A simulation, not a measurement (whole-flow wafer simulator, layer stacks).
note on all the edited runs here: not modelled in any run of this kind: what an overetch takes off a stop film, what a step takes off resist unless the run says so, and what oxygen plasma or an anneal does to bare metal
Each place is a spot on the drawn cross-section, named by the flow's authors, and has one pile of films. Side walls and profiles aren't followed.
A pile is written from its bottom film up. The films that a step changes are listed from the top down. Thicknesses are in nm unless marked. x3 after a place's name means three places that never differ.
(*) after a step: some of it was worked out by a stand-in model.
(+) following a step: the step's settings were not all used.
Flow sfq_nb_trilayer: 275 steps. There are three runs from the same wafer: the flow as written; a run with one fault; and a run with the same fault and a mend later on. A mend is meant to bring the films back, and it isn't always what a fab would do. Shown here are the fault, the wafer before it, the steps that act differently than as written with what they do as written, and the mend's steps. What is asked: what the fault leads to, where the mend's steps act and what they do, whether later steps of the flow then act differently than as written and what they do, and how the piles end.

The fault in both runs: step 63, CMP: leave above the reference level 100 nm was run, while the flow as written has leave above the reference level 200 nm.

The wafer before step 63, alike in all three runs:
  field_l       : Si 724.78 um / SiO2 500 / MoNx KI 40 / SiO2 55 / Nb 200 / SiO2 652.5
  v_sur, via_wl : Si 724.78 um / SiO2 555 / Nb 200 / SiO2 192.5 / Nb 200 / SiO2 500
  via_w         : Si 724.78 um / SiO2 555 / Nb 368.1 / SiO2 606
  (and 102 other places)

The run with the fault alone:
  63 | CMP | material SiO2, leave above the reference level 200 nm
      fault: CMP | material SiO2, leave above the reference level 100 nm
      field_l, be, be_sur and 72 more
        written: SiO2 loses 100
        fault: SiO2 loses 200
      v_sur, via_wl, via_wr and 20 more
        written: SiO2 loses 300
        fault: SiO2 loses 400
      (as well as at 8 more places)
  Steps later in the flow that act otherwise than as written (not shown: 3 more steps that differ only slightly, by at most 2% or 0.5 nm, whichever is larger):
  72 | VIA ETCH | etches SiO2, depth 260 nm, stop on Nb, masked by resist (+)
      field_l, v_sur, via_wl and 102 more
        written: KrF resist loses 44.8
        fault: KrF resist loses 25.8
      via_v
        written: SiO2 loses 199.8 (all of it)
        fault: SiO2 loses 99.8 (all of it)
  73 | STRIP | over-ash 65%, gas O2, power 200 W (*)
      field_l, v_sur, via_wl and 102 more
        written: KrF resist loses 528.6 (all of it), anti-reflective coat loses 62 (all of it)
        fault: KrF resist loses 547.6 (all of it), anti-reflective coat loses 62 (all of it)
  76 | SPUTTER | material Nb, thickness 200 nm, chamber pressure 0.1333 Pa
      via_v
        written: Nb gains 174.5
        fault: Nb gains 194.3
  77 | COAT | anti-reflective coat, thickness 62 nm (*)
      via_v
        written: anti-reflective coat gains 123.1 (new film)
        fault: anti-reflective coat gains 102.5 (new film)
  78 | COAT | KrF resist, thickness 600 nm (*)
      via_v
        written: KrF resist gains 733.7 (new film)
        fault: KrF resist gains 649.9 (new film)
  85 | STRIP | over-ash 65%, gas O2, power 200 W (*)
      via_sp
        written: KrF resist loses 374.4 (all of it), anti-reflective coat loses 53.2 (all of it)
        fault: KrF resist loses 382.6 (all of it), anti-reflective coat loses 52.9 (all of it)
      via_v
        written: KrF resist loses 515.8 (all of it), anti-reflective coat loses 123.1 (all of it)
        fault: KrF resist loses 432.2 (all of it), anti-reflective coat loses 102.5 (all of it)
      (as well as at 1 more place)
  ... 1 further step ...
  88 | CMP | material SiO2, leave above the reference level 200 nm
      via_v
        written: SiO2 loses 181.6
        fault: SiO2 loses 195.4
  At field_l, v_sur, via_wl and 103 more, the piles at the end differ from the flow's by more than 2% or 0.5 nm, whichever is larger.
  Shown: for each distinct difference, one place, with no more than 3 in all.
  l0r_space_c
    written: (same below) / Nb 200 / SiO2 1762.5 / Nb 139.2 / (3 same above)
    fault: (same below) / Nb 200 / SiO2 1662.5 / Nb 139.2 / (3 same above)
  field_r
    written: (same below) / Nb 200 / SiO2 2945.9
    fault: (same below) / Nb 200 / SiO2 2845.9
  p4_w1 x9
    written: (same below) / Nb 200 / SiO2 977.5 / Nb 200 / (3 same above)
    fault: (same below) / Nb 200 / SiO2 877.5 / Nb 200 / (3 same above)

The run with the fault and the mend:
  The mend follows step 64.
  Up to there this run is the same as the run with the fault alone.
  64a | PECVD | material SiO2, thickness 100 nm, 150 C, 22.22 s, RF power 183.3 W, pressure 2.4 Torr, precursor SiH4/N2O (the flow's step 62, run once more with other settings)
      field_l, v_sur, via_wl and 103 more
        SiO2 gains 100
  Every later step of the flow that is run acts as written at every place that is followed.
  At every place that both follow, the piles at the end match the flow's.
